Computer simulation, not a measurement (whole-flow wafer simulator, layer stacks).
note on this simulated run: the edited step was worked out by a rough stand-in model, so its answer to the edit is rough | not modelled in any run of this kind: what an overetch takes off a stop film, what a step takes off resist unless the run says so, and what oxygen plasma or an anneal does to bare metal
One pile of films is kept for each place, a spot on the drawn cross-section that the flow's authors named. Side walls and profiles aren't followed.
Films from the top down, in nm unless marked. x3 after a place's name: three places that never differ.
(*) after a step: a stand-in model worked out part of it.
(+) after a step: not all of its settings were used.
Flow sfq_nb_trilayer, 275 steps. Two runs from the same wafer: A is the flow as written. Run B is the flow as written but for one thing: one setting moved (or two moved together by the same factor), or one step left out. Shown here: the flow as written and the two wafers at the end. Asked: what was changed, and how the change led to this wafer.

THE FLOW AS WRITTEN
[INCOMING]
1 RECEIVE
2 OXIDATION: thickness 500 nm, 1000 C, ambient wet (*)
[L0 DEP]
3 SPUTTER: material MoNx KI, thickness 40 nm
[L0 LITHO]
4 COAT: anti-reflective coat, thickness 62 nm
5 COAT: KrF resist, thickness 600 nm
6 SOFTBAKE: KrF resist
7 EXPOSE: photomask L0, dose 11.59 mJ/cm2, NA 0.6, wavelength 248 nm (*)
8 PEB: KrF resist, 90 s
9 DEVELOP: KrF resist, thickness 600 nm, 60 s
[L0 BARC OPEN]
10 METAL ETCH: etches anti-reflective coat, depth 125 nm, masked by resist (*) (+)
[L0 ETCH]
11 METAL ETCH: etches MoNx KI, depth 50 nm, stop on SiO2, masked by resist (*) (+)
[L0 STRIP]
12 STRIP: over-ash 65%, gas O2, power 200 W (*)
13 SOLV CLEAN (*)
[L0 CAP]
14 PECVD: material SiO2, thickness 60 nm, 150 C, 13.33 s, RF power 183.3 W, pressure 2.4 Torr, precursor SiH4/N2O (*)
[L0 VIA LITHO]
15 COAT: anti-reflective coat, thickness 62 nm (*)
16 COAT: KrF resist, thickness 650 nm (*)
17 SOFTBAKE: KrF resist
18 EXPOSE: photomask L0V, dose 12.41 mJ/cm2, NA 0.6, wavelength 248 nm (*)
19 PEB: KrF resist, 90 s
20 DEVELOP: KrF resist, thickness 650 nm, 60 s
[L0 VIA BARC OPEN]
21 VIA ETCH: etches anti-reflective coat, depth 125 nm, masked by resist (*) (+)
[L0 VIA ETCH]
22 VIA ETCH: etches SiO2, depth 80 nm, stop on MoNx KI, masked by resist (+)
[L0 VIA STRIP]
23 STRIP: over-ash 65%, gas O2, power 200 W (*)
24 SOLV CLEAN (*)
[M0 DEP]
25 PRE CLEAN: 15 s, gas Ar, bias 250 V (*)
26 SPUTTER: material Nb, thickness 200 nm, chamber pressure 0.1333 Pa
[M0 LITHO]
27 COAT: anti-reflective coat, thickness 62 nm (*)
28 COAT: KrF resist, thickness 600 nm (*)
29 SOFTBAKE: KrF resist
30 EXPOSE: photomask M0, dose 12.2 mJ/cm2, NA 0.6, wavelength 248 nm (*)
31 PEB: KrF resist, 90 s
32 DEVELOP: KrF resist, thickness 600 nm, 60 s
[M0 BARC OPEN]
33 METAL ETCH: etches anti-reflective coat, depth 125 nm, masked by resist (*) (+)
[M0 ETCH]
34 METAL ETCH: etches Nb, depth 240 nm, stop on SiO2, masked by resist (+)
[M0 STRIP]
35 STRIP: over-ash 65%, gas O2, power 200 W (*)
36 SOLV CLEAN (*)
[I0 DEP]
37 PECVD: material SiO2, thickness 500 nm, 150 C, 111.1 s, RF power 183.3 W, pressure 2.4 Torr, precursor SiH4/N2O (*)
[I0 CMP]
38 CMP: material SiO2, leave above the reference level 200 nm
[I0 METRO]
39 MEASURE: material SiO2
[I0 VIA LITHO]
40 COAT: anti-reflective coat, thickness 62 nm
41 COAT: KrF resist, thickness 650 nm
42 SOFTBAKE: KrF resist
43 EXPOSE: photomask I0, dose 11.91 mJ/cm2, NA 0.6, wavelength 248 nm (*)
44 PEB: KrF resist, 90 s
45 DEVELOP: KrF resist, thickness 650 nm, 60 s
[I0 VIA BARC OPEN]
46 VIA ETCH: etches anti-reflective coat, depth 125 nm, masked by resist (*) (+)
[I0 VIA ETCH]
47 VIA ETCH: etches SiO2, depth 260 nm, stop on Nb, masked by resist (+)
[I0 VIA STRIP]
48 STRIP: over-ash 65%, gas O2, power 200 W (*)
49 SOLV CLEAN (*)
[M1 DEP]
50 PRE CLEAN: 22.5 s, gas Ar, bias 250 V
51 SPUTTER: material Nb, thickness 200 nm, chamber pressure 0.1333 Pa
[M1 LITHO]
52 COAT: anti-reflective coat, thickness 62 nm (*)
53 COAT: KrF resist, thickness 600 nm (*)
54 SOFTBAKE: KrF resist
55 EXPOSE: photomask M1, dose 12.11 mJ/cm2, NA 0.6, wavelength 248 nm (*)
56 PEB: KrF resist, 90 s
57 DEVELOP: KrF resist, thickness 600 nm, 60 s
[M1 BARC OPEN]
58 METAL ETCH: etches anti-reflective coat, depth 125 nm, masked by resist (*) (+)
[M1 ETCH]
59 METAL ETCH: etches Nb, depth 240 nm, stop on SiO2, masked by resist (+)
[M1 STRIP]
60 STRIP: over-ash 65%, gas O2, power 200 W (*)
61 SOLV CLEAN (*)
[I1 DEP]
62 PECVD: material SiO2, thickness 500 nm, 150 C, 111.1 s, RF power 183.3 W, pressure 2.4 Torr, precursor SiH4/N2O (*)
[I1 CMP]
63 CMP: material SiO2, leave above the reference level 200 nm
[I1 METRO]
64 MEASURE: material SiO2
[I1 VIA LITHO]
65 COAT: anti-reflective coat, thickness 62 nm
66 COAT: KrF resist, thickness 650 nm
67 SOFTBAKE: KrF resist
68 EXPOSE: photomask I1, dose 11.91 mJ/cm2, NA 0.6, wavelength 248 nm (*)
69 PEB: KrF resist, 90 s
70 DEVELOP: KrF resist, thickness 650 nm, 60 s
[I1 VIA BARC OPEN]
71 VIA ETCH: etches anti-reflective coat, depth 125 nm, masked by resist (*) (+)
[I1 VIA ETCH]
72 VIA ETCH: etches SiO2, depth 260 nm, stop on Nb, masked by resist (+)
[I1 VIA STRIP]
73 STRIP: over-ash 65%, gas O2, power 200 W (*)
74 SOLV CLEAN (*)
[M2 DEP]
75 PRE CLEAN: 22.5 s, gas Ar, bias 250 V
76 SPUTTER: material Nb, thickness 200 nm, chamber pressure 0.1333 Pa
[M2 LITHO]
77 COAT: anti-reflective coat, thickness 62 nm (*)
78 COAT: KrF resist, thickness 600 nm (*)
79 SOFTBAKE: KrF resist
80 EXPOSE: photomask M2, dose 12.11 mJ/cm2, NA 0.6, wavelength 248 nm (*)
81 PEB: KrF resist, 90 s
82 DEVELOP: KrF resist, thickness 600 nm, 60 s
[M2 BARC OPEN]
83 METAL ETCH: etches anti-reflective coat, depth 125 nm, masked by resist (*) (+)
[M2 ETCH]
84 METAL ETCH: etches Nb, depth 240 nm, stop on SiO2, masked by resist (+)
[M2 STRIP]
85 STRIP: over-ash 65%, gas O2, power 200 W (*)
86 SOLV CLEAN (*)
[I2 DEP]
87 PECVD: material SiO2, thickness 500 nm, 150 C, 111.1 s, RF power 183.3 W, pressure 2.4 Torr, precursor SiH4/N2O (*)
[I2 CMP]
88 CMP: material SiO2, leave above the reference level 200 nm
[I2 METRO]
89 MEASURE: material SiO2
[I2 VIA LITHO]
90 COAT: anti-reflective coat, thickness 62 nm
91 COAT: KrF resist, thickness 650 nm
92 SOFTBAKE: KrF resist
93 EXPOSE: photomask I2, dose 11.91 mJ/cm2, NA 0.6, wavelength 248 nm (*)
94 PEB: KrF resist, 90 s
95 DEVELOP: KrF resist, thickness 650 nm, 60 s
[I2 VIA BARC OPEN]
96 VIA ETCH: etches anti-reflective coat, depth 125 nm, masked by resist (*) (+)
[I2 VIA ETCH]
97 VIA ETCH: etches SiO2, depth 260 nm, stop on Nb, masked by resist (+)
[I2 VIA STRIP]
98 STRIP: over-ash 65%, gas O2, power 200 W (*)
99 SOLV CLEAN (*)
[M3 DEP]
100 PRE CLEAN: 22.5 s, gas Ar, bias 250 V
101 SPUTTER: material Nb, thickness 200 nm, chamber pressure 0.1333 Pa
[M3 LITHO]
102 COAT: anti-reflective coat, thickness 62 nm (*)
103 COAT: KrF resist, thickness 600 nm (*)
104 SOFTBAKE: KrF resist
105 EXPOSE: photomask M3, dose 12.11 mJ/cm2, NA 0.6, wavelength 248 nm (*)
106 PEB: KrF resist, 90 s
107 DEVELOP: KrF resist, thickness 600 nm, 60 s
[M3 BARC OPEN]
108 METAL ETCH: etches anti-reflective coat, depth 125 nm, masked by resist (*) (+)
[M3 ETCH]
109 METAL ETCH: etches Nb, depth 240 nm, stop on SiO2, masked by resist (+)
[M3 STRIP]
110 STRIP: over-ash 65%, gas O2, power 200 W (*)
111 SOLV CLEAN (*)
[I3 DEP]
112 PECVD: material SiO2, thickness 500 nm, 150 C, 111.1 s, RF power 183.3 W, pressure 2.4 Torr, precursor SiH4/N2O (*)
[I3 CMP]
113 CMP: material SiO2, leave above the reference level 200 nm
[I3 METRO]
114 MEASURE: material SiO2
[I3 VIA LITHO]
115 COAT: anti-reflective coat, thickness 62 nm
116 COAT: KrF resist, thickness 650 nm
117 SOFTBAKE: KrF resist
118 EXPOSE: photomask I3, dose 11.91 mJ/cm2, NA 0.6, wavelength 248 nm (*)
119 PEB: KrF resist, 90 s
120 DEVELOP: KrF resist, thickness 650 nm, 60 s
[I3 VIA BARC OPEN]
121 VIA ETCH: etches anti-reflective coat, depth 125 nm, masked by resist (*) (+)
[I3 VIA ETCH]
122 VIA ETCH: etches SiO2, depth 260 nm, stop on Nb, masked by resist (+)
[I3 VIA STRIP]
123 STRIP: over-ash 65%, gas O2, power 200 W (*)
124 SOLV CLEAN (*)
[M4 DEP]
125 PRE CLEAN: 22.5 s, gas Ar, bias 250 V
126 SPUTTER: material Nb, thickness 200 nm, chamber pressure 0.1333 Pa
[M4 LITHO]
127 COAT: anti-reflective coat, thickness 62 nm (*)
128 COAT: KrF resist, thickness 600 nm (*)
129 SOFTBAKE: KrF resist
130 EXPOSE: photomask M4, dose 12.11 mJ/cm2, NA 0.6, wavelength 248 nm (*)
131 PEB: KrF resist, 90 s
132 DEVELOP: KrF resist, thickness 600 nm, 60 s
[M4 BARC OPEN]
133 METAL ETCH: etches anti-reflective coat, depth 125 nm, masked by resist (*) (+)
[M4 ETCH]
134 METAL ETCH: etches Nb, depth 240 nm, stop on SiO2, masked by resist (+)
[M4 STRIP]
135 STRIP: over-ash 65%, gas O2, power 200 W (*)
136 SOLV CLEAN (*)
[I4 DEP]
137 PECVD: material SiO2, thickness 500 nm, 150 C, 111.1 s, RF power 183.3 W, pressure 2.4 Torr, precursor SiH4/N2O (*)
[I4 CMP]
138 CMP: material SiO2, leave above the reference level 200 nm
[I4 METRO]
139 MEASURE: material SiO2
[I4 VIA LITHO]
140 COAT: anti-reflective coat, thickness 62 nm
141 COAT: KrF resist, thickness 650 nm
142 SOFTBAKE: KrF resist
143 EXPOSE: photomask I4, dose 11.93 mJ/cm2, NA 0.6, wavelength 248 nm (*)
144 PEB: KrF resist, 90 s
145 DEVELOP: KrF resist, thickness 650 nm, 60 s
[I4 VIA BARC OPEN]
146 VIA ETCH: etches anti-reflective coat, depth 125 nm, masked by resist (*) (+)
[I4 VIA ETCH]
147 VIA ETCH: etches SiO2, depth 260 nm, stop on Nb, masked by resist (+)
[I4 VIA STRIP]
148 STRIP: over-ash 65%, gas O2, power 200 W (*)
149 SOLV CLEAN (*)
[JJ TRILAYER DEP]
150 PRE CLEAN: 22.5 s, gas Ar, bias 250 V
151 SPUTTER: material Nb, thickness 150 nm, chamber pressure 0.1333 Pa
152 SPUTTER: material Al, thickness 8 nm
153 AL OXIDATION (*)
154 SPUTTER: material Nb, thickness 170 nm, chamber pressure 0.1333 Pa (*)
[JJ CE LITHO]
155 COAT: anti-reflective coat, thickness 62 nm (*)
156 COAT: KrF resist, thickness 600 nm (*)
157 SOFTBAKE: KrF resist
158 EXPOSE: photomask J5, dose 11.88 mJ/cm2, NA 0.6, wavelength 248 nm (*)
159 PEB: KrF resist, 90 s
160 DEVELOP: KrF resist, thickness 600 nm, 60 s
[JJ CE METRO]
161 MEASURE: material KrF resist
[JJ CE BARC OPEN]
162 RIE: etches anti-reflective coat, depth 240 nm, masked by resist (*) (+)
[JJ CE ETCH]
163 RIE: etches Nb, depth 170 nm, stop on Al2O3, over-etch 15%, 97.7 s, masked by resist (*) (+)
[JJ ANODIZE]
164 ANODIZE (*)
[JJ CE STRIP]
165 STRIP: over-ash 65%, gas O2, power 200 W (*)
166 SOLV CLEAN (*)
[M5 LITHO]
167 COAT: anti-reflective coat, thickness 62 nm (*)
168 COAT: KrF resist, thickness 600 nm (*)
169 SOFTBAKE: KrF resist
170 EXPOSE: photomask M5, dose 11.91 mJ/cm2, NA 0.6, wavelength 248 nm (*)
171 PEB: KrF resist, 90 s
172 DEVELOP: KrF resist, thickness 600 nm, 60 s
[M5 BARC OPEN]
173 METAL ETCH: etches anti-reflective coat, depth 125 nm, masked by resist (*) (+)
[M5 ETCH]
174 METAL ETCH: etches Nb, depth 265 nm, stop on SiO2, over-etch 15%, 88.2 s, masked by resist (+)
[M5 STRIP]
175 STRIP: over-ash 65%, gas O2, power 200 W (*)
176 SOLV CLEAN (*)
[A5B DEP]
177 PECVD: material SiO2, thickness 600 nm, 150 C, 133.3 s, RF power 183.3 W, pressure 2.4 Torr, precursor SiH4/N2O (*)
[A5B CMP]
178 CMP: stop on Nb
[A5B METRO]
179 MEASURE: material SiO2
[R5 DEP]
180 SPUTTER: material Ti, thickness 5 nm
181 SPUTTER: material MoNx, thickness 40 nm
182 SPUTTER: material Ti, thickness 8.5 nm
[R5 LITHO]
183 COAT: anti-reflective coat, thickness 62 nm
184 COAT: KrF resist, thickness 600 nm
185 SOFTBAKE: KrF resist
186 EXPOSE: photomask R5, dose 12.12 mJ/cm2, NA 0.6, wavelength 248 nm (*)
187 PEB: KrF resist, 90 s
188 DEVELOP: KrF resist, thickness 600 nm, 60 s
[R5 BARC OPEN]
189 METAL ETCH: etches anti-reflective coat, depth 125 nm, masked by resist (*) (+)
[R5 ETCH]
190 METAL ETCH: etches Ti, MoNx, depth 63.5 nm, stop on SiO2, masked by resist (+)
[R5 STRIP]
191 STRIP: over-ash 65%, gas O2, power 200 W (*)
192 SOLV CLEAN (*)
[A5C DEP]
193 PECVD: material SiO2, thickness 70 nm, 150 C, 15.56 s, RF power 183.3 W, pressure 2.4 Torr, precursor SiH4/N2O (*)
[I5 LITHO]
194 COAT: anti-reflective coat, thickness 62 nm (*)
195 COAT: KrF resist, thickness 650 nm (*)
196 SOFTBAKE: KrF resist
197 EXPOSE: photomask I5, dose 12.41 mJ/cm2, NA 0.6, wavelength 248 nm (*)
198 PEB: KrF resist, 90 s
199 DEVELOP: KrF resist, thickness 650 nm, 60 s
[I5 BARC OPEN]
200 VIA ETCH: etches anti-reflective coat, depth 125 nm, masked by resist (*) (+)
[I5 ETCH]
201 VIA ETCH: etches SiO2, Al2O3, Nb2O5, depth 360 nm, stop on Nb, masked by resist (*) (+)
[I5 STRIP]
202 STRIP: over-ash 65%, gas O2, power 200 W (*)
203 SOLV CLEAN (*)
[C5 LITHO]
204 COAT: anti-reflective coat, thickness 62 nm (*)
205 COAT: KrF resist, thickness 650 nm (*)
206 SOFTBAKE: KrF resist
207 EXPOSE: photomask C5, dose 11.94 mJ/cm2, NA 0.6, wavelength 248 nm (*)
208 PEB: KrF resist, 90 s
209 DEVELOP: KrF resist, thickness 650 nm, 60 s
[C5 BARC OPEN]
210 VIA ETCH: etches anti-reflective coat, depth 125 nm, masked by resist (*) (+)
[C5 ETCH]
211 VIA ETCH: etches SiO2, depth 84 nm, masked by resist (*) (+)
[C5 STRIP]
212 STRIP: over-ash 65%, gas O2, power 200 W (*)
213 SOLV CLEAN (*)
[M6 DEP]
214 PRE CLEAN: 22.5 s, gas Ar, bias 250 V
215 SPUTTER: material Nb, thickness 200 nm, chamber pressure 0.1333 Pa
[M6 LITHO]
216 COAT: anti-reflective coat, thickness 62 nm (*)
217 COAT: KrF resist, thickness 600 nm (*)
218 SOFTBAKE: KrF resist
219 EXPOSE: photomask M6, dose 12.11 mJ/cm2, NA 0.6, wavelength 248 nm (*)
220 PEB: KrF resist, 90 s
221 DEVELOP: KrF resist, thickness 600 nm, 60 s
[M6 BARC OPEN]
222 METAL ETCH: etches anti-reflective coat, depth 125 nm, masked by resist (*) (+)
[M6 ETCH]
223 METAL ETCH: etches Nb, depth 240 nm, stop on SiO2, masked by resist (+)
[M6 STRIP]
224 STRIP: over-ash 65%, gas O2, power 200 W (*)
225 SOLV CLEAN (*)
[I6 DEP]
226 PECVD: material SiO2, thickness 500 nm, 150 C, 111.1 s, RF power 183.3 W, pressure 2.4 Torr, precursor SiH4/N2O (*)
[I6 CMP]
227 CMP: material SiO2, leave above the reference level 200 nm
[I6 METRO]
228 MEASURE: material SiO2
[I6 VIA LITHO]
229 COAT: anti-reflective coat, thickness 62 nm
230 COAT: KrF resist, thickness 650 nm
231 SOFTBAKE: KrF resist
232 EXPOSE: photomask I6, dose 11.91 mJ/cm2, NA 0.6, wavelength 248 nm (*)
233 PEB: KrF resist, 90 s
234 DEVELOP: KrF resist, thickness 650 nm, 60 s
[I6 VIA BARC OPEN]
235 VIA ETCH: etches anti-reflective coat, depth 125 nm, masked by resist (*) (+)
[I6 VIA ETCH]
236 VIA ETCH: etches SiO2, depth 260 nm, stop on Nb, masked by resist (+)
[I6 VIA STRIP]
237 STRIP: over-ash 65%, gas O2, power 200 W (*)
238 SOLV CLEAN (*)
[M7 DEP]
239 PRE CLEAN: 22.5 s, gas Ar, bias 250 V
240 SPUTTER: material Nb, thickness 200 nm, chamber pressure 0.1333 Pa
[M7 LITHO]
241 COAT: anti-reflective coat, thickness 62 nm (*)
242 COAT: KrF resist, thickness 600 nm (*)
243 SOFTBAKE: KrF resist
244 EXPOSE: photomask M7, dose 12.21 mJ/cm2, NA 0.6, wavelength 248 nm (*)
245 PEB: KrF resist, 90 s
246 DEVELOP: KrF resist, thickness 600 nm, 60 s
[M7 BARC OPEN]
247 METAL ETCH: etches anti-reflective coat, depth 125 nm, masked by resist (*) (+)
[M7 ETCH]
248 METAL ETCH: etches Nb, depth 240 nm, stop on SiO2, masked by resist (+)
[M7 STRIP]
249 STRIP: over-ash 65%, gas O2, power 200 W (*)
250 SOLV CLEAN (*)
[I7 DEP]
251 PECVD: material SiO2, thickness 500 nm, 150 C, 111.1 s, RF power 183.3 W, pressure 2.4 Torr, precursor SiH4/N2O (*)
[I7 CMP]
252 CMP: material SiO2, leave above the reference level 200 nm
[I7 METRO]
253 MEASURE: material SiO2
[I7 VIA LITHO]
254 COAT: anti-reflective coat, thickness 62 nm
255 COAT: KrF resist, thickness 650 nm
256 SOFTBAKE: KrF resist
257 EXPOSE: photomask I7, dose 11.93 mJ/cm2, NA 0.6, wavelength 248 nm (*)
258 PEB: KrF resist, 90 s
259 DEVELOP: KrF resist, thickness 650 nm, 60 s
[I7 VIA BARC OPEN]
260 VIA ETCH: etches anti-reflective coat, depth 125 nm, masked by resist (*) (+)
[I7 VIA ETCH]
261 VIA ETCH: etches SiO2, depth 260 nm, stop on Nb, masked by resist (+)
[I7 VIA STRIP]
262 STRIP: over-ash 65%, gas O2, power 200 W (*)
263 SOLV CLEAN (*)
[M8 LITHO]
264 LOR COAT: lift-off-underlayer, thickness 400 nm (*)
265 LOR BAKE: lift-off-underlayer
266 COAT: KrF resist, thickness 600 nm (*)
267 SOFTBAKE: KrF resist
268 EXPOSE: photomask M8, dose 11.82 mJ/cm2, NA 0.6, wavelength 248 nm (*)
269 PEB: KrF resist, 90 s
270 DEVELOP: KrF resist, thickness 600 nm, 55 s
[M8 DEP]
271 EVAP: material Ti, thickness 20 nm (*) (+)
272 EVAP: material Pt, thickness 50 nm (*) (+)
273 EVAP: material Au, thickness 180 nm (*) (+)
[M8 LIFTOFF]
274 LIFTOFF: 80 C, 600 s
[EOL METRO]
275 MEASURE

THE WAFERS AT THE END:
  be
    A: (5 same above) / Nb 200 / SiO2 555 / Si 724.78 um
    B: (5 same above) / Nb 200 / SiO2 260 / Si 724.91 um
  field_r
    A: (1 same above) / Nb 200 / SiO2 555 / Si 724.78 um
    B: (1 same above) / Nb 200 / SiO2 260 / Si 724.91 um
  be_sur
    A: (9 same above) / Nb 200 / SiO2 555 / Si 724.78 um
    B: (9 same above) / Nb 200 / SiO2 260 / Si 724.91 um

The cause: step 2, OXIDATION: thickness 205 nm was run, where the flow has thickness 500 nm.

How the change led to this, step by step:
  2 OXIDATION: thickness 500 nm, 1000 C, ambient wet (*)
      field_l, v_sur, via_wl and 103 more: A SiO2 +500 (new film), chemical SiO2 -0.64 (all of it), Si -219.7 | B SiO2 +205 (new film), chemical SiO2 -0.64 (all of it), Si -89.9
